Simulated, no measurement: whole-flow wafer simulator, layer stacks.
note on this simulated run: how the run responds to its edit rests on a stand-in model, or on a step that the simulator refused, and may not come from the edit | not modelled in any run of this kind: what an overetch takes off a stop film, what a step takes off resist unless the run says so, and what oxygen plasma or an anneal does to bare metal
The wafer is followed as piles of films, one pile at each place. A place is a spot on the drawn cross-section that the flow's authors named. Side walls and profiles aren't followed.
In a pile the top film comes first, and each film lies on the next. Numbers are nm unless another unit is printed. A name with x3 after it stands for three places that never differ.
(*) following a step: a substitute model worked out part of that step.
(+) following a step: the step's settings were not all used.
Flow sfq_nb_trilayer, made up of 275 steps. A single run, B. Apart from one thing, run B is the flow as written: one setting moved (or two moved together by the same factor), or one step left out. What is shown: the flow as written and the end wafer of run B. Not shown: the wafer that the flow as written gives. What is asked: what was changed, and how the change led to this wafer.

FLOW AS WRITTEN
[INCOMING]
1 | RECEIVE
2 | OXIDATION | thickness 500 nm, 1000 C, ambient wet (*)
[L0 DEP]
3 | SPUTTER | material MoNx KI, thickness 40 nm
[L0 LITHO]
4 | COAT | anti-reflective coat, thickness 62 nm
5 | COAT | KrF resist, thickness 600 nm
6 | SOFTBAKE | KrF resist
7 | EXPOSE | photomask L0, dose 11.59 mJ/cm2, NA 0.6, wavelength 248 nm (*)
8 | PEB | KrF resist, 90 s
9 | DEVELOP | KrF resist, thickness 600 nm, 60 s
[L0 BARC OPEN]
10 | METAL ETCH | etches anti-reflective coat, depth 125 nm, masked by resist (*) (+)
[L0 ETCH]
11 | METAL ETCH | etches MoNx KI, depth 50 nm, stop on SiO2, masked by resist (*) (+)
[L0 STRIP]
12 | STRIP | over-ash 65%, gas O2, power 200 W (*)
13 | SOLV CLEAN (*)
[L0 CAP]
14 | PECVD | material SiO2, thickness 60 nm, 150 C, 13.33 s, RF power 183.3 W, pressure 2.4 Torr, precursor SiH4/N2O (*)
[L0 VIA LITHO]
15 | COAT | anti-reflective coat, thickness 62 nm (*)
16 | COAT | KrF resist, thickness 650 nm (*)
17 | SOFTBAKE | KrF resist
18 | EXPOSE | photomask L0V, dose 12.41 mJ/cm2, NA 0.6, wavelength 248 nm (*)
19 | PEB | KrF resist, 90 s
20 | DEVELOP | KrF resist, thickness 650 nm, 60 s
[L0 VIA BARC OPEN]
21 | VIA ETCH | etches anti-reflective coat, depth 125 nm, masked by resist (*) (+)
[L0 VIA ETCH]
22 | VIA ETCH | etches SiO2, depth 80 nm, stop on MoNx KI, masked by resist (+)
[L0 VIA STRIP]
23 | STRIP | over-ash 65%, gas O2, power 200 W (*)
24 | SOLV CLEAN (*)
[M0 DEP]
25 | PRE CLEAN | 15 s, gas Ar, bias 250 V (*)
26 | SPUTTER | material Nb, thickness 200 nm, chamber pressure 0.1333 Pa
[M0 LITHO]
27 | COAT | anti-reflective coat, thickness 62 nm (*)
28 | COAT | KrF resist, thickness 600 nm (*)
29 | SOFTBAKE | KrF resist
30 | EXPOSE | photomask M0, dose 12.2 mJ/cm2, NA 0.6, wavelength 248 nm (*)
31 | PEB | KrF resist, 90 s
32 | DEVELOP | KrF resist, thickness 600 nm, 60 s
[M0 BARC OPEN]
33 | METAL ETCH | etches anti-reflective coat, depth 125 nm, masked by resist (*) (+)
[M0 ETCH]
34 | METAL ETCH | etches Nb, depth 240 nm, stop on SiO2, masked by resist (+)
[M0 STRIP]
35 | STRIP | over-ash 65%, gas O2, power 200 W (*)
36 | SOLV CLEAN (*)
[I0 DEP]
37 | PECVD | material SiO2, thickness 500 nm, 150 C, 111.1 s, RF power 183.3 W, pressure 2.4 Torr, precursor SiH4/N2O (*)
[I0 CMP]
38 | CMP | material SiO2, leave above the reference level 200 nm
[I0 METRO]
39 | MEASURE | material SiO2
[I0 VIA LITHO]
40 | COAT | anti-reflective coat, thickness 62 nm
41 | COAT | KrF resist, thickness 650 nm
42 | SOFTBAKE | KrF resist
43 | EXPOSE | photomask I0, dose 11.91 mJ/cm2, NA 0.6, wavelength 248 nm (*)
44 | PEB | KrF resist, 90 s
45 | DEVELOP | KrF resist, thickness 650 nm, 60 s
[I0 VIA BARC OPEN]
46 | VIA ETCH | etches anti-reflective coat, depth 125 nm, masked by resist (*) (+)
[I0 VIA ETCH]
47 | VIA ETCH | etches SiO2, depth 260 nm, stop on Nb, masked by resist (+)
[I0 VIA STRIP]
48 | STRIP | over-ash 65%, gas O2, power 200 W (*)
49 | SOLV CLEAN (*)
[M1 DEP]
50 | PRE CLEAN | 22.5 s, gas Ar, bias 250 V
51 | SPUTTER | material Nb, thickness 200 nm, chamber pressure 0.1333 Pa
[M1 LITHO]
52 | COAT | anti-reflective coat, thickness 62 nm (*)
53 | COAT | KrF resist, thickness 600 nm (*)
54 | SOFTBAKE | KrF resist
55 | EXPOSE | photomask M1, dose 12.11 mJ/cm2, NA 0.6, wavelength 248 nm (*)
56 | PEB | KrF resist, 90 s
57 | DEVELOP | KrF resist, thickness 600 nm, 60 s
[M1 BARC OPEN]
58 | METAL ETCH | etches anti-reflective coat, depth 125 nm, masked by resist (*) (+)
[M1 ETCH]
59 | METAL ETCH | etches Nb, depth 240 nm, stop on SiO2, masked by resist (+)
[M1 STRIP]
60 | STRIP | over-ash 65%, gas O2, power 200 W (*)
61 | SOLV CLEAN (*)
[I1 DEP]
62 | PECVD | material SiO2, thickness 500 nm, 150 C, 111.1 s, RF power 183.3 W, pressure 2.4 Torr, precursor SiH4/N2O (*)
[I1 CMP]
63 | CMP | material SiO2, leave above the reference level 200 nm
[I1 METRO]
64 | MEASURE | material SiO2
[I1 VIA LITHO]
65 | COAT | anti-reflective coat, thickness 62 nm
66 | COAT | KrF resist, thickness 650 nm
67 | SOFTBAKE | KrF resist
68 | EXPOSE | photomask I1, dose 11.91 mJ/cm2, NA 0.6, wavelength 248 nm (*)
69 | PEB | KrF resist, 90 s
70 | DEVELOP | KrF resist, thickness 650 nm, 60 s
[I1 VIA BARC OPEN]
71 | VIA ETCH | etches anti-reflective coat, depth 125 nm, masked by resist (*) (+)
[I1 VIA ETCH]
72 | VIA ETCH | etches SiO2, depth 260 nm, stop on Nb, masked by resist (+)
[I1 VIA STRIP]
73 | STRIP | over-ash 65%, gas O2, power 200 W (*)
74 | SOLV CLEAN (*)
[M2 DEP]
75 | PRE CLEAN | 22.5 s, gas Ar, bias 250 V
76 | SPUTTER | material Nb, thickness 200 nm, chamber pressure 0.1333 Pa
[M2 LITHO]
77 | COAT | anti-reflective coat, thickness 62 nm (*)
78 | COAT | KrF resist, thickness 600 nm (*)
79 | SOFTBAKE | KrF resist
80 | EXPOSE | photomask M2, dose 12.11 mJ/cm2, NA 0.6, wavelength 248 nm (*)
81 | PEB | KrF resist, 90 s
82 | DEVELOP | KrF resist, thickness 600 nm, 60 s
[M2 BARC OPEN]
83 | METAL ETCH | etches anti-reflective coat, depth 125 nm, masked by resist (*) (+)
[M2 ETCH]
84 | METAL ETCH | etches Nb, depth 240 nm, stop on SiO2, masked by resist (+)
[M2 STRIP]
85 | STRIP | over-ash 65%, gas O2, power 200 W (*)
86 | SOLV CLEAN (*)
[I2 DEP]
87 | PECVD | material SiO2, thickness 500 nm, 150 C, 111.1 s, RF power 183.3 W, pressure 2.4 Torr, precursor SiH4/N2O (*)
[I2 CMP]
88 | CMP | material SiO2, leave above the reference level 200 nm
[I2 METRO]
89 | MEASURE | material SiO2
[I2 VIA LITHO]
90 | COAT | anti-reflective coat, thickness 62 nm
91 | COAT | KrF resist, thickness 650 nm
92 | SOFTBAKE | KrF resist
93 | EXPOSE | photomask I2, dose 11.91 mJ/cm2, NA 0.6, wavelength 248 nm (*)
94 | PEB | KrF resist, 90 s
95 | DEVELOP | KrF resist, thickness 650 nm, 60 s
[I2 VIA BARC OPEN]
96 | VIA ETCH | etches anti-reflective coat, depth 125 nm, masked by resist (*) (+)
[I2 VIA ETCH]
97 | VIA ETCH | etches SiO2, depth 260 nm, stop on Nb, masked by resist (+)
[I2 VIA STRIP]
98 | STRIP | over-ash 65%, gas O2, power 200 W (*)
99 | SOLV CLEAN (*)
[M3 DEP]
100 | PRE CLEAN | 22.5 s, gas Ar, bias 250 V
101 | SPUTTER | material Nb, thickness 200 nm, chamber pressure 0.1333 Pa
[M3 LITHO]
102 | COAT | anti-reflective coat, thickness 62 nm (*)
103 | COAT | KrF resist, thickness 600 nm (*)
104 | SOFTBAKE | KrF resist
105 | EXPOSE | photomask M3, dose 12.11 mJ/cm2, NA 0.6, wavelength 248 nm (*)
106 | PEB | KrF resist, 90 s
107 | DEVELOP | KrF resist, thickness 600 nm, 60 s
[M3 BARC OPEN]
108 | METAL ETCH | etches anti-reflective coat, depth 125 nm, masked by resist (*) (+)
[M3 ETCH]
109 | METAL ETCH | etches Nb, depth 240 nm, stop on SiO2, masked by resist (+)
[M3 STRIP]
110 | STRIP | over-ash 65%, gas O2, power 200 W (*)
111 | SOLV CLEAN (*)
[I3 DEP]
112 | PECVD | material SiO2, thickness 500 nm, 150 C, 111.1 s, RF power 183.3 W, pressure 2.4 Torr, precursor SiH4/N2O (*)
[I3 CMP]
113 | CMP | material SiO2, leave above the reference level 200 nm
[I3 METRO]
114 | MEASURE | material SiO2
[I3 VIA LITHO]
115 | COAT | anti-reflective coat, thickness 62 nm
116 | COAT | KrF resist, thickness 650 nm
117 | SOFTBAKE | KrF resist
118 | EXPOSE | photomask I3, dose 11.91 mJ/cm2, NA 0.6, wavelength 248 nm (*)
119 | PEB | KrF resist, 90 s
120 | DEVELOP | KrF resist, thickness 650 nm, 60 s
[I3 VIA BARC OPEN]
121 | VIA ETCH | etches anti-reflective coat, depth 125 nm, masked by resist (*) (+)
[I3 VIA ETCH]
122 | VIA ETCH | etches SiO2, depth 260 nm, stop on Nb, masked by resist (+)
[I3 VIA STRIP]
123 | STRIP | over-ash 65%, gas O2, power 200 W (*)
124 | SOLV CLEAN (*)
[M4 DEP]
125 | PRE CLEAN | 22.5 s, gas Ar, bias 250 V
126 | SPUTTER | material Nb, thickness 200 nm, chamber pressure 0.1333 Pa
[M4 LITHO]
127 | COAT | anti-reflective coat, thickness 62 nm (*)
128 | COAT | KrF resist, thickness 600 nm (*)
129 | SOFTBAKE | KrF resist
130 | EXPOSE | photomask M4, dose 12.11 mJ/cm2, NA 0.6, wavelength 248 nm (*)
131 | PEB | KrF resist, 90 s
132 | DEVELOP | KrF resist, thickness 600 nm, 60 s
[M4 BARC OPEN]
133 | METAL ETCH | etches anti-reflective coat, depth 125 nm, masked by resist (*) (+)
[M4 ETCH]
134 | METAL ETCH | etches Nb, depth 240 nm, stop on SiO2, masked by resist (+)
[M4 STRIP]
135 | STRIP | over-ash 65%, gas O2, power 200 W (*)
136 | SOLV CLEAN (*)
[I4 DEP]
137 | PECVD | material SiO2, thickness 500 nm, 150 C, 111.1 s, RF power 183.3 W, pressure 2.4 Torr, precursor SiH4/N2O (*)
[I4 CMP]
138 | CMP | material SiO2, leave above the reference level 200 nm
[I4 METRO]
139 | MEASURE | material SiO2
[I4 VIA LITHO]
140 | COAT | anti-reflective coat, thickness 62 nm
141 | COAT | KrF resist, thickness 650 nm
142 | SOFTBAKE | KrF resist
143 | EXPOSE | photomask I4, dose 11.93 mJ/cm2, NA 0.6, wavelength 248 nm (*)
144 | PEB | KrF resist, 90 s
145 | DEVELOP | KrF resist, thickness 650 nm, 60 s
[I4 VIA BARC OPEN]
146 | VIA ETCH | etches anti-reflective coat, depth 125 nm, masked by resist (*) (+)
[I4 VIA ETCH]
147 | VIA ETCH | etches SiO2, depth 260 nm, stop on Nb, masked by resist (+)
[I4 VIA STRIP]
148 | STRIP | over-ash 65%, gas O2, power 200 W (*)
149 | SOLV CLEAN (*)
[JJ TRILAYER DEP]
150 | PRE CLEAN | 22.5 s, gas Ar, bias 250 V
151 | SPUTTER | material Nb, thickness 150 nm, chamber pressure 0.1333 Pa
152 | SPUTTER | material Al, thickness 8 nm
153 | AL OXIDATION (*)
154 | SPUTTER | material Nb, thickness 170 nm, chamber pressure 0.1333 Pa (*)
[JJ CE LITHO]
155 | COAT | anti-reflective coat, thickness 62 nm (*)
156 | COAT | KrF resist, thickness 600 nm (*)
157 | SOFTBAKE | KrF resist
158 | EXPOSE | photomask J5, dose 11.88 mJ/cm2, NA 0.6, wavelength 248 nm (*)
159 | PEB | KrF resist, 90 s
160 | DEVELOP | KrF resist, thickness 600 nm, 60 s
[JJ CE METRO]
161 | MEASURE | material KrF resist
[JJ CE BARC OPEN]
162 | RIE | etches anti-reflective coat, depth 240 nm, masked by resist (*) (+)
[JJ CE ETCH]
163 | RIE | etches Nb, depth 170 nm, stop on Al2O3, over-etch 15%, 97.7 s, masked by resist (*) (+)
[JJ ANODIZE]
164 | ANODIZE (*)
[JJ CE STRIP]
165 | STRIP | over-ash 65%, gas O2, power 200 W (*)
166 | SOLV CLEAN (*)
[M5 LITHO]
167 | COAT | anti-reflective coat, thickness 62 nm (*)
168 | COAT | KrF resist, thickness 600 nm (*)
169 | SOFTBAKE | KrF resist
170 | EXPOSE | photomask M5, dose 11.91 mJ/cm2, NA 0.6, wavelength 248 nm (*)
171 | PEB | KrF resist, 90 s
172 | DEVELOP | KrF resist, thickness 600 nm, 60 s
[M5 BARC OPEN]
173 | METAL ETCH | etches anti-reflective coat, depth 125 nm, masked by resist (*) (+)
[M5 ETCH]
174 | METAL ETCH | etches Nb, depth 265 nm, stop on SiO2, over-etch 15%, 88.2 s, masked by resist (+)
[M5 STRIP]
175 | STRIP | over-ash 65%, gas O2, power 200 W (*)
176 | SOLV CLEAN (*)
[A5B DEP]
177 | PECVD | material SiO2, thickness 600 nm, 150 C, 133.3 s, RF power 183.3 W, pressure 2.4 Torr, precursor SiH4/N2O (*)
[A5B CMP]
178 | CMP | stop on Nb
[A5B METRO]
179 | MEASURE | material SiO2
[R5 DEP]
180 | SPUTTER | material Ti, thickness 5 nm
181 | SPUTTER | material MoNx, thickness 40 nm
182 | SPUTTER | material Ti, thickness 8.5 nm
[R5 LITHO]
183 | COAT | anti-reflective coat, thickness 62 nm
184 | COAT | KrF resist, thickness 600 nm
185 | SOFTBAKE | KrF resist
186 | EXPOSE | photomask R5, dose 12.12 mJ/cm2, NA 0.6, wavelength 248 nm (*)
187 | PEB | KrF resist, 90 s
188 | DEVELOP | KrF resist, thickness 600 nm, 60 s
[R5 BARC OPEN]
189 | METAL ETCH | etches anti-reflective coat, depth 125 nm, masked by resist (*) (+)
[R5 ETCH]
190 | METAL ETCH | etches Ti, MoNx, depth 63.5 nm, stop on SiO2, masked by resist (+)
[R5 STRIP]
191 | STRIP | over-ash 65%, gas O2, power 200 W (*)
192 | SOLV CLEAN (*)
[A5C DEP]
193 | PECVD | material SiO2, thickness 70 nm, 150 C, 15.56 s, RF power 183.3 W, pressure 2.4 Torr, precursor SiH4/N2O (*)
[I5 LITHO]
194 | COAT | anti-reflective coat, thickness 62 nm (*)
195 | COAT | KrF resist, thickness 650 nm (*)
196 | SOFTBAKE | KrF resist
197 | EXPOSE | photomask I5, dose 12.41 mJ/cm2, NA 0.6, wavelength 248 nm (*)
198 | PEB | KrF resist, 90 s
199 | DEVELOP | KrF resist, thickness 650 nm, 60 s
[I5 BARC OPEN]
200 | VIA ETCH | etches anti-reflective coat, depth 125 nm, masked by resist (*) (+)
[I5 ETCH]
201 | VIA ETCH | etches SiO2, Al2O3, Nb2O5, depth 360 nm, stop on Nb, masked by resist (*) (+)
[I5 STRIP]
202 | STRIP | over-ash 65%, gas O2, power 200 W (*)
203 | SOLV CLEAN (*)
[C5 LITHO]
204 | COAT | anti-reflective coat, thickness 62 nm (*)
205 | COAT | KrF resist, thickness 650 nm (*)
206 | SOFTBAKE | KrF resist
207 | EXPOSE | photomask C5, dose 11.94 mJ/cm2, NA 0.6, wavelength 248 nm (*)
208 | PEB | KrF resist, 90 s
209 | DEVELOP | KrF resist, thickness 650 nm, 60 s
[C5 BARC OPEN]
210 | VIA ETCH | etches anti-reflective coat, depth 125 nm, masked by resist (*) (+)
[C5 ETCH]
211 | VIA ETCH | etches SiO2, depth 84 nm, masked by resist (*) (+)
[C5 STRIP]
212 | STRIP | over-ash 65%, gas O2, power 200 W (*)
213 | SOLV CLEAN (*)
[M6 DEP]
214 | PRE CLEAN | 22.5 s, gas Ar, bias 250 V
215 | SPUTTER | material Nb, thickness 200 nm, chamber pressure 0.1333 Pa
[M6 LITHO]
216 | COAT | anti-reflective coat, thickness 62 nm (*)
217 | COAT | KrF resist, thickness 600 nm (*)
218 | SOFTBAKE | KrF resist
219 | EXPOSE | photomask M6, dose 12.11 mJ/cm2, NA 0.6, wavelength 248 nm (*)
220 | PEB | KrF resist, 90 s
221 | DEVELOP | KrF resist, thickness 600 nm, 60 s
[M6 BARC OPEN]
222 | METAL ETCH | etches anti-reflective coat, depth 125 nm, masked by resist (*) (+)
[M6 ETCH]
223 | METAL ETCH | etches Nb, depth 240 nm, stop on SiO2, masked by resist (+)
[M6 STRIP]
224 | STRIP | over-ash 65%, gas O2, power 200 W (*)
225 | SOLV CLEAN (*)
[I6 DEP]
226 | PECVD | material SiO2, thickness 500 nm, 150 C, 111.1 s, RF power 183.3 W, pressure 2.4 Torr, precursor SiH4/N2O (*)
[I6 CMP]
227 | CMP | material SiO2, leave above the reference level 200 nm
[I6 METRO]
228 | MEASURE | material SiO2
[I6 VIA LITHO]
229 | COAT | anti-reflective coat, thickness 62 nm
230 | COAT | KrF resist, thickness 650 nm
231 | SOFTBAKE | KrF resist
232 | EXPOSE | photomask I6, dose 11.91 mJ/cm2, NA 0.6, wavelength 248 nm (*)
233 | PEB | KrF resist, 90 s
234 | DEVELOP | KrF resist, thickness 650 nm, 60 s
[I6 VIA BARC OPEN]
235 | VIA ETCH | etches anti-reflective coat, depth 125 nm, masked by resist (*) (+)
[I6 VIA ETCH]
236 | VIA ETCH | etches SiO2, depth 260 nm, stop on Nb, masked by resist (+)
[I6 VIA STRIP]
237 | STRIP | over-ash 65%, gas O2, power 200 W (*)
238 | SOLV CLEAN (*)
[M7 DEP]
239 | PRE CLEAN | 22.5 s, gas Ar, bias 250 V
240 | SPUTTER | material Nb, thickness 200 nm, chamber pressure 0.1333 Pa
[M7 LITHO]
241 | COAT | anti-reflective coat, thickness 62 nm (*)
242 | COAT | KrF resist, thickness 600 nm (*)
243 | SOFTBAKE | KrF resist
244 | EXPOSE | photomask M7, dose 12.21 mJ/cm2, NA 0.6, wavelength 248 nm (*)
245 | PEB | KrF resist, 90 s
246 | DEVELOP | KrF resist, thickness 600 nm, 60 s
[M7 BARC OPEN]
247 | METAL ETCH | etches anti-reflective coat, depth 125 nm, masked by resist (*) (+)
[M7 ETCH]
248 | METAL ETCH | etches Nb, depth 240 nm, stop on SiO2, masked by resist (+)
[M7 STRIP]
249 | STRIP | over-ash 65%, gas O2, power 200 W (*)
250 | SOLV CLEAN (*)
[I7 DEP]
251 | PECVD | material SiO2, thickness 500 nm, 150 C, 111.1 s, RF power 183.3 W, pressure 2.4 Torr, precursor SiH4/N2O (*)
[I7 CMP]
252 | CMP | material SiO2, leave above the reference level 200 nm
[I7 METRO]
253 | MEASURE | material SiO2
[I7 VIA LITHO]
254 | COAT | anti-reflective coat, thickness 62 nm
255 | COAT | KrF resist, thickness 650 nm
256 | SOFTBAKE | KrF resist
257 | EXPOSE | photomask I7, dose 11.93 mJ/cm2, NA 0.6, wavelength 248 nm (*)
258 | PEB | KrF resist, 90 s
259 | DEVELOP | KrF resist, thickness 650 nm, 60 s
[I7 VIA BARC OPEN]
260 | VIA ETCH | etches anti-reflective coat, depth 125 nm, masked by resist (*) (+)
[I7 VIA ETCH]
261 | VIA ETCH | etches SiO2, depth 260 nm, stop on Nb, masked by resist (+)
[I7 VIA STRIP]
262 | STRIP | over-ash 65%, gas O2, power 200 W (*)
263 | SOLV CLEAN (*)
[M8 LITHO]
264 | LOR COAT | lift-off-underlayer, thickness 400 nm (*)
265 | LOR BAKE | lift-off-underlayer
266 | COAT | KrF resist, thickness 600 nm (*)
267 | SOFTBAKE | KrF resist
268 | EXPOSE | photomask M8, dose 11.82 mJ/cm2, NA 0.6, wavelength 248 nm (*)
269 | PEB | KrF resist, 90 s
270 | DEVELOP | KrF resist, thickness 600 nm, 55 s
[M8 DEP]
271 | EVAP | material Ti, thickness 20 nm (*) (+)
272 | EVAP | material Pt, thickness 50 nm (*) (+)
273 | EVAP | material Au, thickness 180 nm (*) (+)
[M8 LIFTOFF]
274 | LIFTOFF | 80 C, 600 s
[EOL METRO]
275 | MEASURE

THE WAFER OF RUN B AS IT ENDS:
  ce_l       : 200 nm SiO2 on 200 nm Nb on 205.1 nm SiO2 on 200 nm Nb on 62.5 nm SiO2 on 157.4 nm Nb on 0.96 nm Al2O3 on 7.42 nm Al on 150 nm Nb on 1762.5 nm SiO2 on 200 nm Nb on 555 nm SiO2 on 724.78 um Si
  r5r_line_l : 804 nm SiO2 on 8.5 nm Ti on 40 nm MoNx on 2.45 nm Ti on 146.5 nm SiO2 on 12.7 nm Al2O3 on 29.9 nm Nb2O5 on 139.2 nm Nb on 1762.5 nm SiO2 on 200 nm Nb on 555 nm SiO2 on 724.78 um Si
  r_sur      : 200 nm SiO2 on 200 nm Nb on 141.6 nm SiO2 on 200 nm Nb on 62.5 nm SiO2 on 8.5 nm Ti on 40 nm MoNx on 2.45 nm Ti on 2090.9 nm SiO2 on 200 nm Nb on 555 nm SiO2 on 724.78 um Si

What caused this: step 180, SPUTTER: thickness 2.45 nm was run, while the flow as written has thickness 5 nm.
One can read it off the wafer: r5r_line_l has Ti 2.45, and step 180 as written asks for 5 nm.

The path from the change to this, step by step:
  180 | SPUTTER | material Ti, thickness 5 nm
      field_l, v_sur, via_wl and 103 more: Ti gains 2.45 (new film) (it would be, as written: Ti gains 5 (new film))
  190 | METAL ETCH | etches Ti, MoNx, depth 63.5 nm, stop on SiO2, masked by resist (+)
      field_l, v_sur, via_wl and 92 more: Ti loses 8.5 (all of it), MoNx loses 40 (all of it), Ti loses 2.45 (all of it) (it would be, as written: Ti loses 8.5 (all of it), MoNx loses 40 (all of it), Ti loses 5 (all of it))
      ce_l, c5j, ce_r, wl_jj: Ti loses 8.5 (all of it), MoNx loses 40 (all of it), Ti loses 2.45 (all of it), Nb loses 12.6 (it would be, as written: Ti loses 8.5 (all of it), MoNx loses 40 (all of it), Ti loses 5 (all of it), Nb loses 10)
